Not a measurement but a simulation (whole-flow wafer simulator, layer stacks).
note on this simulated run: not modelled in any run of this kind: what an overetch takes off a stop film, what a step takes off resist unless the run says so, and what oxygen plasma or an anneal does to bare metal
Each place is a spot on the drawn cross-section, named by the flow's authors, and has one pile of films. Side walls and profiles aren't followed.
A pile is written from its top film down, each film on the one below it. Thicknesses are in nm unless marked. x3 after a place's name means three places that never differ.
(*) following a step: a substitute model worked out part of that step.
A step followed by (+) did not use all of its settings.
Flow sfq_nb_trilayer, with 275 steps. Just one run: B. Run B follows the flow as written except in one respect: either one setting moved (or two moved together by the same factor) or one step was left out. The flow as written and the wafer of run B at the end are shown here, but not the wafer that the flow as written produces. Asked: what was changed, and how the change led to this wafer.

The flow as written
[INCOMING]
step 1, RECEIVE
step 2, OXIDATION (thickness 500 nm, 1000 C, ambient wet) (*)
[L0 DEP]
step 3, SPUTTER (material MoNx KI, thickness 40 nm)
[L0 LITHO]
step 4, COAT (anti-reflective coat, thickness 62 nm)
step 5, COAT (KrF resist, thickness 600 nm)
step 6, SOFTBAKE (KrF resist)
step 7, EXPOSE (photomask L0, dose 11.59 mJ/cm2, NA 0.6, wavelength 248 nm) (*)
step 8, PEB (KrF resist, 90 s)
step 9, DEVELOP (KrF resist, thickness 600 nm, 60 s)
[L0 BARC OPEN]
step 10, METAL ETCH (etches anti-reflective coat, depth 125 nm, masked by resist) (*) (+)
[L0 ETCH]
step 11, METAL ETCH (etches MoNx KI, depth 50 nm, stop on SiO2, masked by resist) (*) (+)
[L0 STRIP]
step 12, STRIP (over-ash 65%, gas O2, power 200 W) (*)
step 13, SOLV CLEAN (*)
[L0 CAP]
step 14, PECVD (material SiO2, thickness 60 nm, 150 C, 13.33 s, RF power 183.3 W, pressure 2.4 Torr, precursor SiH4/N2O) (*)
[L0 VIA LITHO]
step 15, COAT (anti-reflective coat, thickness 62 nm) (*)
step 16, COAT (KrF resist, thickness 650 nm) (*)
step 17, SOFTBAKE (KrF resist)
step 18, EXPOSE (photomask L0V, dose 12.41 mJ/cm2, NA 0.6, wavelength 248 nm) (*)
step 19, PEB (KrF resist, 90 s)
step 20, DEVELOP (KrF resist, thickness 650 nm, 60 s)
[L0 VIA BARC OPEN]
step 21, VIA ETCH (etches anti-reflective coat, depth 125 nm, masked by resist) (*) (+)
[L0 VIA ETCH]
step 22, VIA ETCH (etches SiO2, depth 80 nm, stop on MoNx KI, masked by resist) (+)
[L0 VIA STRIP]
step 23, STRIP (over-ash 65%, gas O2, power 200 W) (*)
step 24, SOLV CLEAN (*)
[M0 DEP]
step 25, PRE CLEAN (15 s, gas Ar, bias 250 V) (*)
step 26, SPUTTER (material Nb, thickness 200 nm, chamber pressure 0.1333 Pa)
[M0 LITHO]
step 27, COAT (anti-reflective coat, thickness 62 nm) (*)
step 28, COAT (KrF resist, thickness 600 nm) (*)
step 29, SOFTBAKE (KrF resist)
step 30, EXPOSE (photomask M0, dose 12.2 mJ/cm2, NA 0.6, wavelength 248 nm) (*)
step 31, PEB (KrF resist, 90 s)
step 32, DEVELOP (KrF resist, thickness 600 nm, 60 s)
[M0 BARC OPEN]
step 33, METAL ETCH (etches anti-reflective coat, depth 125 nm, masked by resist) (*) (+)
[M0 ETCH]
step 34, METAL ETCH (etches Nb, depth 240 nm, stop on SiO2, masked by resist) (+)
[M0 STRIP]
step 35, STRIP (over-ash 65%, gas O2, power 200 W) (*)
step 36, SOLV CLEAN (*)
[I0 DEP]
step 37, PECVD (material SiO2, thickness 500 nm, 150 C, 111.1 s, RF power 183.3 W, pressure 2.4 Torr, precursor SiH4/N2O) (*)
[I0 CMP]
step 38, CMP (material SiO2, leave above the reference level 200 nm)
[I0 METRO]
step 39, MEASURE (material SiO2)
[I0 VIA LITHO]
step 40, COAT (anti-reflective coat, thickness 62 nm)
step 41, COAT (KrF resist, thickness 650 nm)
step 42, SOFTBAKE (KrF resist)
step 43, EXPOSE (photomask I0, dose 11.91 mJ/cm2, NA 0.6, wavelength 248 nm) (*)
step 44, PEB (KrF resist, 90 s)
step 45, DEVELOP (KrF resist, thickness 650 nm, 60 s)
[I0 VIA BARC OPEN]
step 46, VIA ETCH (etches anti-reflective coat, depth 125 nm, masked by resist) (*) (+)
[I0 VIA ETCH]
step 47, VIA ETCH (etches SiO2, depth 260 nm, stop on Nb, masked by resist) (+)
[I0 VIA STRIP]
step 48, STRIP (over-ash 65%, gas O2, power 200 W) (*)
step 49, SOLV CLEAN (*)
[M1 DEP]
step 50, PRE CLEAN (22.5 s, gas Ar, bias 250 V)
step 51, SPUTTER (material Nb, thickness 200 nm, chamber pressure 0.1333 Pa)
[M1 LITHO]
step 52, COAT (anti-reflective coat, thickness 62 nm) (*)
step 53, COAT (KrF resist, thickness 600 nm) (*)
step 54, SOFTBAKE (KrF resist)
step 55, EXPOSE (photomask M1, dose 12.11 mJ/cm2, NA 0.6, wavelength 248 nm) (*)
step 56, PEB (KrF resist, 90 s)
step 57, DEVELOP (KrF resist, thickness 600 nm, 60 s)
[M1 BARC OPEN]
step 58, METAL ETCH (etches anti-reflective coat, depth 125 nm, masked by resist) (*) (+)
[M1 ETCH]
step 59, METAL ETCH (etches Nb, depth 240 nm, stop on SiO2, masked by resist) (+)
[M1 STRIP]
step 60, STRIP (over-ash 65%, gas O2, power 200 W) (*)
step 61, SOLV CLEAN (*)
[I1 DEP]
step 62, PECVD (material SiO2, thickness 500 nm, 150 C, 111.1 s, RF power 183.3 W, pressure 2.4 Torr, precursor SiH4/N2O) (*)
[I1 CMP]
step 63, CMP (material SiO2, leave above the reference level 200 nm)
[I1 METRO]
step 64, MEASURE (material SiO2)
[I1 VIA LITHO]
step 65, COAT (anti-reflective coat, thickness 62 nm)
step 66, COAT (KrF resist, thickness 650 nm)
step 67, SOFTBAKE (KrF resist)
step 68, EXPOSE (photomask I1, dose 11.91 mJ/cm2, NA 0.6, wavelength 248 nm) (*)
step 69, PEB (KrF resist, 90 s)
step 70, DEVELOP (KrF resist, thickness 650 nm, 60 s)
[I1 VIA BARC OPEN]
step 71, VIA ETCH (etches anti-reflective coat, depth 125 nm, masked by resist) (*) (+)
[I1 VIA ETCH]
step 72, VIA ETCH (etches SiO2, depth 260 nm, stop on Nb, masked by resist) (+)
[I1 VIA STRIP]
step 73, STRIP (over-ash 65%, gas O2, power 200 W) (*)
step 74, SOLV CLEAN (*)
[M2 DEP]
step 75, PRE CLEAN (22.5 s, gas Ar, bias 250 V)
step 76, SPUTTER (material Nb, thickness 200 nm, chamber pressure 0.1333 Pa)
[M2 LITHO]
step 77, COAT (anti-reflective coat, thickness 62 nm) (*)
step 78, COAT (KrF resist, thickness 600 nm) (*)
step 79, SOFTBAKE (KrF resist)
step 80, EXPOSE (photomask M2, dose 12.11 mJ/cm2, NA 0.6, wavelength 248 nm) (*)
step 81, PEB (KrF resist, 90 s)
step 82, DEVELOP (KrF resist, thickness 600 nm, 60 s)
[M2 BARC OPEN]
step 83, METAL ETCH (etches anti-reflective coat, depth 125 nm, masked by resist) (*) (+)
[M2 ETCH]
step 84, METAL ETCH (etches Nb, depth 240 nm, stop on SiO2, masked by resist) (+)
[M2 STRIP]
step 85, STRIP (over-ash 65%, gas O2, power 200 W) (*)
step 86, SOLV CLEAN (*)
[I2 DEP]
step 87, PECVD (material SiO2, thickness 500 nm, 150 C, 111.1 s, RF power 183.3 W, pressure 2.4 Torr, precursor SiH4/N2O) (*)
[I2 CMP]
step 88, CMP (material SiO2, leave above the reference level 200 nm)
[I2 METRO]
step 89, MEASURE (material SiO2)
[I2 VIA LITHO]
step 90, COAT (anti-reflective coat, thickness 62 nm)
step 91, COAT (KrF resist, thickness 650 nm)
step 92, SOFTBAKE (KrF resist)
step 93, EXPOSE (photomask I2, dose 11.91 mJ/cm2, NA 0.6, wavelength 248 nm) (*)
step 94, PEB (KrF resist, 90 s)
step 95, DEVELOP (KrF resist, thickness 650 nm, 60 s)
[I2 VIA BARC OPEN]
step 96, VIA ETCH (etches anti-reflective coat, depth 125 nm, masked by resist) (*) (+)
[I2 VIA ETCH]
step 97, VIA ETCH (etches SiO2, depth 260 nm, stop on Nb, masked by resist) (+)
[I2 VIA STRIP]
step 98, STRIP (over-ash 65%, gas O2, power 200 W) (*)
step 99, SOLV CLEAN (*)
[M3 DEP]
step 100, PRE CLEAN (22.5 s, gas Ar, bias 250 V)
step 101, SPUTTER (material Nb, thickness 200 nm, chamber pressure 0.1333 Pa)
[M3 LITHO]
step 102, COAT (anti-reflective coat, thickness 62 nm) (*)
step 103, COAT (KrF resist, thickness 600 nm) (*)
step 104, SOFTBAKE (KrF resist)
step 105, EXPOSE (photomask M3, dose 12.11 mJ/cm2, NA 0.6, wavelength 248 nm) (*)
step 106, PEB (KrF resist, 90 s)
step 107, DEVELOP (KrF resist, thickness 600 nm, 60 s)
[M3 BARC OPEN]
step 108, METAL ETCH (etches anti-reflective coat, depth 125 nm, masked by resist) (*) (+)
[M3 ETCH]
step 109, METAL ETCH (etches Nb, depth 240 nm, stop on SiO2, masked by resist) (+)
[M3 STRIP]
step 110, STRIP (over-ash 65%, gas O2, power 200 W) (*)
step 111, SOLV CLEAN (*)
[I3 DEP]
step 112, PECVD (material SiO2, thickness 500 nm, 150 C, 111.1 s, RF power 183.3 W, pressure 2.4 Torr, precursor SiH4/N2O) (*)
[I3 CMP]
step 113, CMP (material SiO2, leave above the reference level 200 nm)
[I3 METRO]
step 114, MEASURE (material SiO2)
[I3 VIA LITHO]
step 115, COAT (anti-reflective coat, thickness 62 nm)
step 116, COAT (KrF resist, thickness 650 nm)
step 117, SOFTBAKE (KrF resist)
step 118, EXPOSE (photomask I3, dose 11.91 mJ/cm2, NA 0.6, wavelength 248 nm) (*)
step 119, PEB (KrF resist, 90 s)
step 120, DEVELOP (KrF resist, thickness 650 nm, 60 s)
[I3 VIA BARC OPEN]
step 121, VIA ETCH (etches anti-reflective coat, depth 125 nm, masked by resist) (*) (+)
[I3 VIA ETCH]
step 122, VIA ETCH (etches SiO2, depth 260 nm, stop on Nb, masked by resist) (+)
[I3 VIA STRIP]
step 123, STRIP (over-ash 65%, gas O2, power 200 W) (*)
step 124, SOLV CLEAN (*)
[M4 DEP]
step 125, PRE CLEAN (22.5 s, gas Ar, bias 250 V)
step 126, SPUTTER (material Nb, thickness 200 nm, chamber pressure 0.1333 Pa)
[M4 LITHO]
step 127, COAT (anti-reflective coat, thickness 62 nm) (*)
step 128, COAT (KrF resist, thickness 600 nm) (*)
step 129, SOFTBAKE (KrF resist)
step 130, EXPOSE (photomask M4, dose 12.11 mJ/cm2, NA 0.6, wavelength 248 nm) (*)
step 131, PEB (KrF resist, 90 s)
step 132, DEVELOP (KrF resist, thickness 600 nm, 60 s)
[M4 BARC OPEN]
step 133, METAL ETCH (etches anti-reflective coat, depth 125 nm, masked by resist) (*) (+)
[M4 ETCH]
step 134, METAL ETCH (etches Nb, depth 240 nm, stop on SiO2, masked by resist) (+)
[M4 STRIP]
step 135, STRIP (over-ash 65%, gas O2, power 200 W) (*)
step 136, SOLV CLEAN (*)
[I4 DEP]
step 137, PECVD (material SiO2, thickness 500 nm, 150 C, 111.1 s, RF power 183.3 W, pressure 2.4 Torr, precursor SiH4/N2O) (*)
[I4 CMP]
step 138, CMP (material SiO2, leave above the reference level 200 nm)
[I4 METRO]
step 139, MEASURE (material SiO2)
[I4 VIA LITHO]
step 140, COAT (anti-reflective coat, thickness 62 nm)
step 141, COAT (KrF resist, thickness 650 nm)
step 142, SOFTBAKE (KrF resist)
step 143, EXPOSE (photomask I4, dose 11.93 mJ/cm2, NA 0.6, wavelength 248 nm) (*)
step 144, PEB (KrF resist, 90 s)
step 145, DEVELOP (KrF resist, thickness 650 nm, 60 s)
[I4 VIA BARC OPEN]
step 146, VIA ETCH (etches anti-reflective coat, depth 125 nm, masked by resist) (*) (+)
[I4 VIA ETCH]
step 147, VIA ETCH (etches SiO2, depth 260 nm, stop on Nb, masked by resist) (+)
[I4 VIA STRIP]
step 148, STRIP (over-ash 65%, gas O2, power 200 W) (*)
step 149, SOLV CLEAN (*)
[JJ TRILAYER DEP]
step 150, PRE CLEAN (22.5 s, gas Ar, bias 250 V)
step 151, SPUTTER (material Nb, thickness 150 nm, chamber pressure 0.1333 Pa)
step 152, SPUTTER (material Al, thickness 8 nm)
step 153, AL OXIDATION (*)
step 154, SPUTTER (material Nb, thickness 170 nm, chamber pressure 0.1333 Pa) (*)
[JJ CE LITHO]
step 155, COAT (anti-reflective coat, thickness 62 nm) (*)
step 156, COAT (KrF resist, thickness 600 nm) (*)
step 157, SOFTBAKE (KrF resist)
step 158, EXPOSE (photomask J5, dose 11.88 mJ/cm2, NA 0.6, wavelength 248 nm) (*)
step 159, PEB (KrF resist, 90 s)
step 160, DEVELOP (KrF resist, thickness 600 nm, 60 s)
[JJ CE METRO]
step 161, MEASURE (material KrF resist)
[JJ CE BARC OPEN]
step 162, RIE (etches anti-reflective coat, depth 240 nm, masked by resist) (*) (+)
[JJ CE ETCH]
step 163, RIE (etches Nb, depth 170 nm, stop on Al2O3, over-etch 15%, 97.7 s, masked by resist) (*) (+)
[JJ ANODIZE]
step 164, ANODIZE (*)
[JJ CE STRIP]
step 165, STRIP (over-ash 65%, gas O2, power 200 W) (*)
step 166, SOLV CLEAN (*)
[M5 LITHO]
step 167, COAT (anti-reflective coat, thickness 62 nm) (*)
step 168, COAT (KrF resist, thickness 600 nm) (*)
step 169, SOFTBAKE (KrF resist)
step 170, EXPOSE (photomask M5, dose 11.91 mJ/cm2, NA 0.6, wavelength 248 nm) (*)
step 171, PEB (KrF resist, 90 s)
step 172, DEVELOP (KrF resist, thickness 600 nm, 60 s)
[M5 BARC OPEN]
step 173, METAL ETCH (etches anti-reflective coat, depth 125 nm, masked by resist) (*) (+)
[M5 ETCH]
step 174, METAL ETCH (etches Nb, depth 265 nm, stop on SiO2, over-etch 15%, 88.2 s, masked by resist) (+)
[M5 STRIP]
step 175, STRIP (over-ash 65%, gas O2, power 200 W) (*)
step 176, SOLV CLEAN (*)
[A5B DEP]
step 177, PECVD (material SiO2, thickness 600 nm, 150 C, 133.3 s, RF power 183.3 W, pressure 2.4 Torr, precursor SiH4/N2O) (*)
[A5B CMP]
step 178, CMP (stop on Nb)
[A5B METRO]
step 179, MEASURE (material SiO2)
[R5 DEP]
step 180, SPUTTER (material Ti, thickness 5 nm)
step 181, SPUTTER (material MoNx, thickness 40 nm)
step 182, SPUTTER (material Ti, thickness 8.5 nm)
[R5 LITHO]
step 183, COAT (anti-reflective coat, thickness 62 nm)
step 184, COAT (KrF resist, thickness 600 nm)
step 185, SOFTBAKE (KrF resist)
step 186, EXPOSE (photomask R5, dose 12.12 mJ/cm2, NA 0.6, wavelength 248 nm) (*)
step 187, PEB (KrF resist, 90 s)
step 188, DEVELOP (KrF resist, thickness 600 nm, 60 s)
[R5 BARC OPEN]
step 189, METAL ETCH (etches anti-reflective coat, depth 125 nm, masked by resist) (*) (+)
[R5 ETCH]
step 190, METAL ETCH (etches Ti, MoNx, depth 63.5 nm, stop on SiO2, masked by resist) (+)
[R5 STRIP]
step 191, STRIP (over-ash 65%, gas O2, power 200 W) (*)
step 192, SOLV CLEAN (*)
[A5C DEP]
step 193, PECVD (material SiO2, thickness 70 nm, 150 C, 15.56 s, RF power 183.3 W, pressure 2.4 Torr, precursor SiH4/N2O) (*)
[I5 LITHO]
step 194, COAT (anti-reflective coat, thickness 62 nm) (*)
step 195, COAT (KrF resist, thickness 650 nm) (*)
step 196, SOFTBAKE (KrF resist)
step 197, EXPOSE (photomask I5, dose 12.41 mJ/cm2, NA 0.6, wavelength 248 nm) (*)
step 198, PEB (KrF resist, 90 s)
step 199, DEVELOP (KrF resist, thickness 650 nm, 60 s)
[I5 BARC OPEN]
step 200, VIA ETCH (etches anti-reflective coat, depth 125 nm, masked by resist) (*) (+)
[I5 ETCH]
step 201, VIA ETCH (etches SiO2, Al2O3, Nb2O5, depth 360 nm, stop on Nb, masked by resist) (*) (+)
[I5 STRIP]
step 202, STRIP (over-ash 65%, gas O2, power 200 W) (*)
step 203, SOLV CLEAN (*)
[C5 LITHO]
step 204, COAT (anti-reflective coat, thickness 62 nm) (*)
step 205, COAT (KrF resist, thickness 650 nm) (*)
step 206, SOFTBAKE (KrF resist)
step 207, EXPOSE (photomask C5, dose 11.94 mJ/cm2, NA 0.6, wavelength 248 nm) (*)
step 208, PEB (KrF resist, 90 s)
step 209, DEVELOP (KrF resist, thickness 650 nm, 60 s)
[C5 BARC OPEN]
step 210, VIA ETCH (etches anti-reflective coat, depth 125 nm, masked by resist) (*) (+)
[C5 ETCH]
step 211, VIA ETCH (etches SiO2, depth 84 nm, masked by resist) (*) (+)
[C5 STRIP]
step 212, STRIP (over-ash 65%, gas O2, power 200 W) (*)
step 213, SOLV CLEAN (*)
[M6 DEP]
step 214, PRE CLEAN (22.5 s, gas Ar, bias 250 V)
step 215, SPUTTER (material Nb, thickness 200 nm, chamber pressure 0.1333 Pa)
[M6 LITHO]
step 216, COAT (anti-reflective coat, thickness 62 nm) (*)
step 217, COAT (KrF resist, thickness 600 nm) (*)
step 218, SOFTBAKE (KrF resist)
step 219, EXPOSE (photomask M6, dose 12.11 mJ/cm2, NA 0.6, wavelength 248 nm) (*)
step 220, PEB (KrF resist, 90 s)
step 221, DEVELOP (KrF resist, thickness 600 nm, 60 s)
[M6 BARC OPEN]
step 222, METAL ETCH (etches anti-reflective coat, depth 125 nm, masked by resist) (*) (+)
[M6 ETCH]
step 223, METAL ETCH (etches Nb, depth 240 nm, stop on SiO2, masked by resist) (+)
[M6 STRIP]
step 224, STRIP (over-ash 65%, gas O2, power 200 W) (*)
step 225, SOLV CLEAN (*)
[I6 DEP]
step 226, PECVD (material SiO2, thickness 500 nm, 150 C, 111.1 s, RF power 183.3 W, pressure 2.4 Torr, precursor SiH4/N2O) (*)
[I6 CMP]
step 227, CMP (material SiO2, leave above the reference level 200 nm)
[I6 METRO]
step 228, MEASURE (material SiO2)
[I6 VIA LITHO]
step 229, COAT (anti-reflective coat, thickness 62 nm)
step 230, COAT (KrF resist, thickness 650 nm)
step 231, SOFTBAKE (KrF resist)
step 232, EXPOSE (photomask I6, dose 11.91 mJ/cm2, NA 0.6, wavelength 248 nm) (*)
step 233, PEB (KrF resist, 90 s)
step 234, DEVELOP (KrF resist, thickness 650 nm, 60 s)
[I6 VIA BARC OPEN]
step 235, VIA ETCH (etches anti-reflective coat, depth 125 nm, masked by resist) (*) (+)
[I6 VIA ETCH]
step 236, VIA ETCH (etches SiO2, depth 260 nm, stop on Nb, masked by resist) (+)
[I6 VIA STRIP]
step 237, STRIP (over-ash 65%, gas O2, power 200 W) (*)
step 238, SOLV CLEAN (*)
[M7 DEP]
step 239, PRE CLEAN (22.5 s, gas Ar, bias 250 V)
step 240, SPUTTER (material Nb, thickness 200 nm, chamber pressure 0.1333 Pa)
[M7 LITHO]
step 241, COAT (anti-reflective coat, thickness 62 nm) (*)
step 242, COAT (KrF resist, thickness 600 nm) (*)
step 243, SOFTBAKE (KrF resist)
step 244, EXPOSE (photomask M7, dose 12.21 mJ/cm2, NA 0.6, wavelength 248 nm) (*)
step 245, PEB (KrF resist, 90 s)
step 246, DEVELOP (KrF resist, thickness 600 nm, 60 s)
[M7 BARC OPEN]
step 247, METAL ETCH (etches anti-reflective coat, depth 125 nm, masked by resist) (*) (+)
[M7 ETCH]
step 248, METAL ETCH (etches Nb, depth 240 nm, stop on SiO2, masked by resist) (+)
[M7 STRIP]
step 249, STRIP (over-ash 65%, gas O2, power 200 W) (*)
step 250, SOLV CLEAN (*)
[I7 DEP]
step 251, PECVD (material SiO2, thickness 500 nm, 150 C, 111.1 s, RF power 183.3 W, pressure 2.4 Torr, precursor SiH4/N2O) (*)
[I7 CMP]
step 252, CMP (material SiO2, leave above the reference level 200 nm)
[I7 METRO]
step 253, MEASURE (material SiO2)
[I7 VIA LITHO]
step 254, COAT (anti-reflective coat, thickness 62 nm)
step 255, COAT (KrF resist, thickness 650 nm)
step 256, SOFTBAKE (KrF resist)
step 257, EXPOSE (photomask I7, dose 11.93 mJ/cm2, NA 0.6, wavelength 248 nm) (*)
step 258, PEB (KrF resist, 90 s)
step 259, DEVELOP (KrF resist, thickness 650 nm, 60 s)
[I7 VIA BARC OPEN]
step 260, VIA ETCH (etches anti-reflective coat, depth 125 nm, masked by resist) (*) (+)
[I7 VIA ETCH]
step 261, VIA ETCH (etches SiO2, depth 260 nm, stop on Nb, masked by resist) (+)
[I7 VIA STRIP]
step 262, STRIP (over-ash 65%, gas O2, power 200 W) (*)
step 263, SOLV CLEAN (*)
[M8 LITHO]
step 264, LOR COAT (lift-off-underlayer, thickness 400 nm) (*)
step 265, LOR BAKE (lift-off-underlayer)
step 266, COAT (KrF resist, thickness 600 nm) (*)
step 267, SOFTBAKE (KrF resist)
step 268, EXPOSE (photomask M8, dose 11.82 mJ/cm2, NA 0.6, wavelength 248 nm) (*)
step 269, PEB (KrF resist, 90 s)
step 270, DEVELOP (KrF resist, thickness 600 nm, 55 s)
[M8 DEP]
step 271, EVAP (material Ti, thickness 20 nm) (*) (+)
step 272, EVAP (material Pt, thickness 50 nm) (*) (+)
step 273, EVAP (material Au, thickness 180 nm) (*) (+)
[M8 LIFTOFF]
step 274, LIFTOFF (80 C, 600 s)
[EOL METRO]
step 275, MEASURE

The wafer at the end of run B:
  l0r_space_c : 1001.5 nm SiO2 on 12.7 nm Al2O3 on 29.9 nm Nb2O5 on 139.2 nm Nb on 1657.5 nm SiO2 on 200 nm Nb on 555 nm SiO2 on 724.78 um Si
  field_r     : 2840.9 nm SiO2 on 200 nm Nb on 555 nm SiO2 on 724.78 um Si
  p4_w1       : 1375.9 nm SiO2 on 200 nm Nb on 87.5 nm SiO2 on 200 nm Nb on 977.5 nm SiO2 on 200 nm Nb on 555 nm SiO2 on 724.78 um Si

What caused this: step 113, CMP: leave above the reference level 95 nm was run, whereas the flow has leave above the reference level 200 nm.

The path from the change to this, step by step:
  step 113, CMP (material SiO2, leave above the reference level 200 nm)
      field_l, be, be_sur and 64 more: -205 SiO2 (as written it would have been: -100 SiO2)
      v_sur, via_wl, via_wr and 27 more: -405 SiO2 (as written it would have been: -300 SiO2)
      (and at 9 other places as well)
  step 122, VIA ETCH (etches SiO2, depth 260 nm, stop on Nb, masked by resist) (+)
      field_l, v_sur, via_wl and 102 more: -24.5 KrF resist (as written it would have been: -44.8 KrF resist)
      via_v: -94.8 SiO2 (all of it) (as written it would have been: -199.8 SiO2 (all of it))
  step 123, STRIP (over-ash 65%, gas O2, power 200 W) (*)
      field_l, v_sur, via_wl and 102 more: -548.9 KrF resist (all of it), -62 anti-reflective coat (all of it) (as written it would have been: -528.6 KrF resist (all of it), -62 anti-reflective coat (all of it))
  step 126, SPUTTER (material Nb, thickness 200 nm, chamber pressure 0.1333 Pa)
      via_v: +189 Nb (as written it would have been: +165.5 Nb)
  step 127, COAT (anti-reflective coat, thickness 62 nm) (*)
      via_v: +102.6 anti-reflective coat (new film) (as written it would have been: +124.8 anti-reflective coat (new film))
  step 128, COAT (KrF resist, thickness 600 nm) (*)
      via_v: +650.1 KrF resist (new film) (as written it would have been: +739.8 KrF resist (new film))
  step 135, STRIP (over-ash 65%, gas O2, power 200 W) (*)
      via_sp: -382.6 KrF resist (all of it), -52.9 anti-reflective coat (all of it) (as written it would have been: -373.9 KrF resist (all of it), -53 anti-reflective coat (all of it))
      via_v: -432.4 KrF resist (all of it), -102.6 anti-reflective coat (all of it) (as written it would have been: -521.8 KrF resist (all of it), -124.8 anti-reflective coat (all of it))
      (and at 1 other place as well)
  step 137, PECVD (material SiO2, thickness 500 nm, 150 C, 111.1 s, RF power 183.3 W, pressure 2.4 Torr, precursor SiH4/N2O) (*)
      via_v: +500 SiO2 (new film) (as written it would have been: +615 SiO2 (new film))
  step 138, CMP (material SiO2, leave above the reference level 200 nm)
      via_v: -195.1 SiO2 (as written it would have been: -181.6 SiO2)
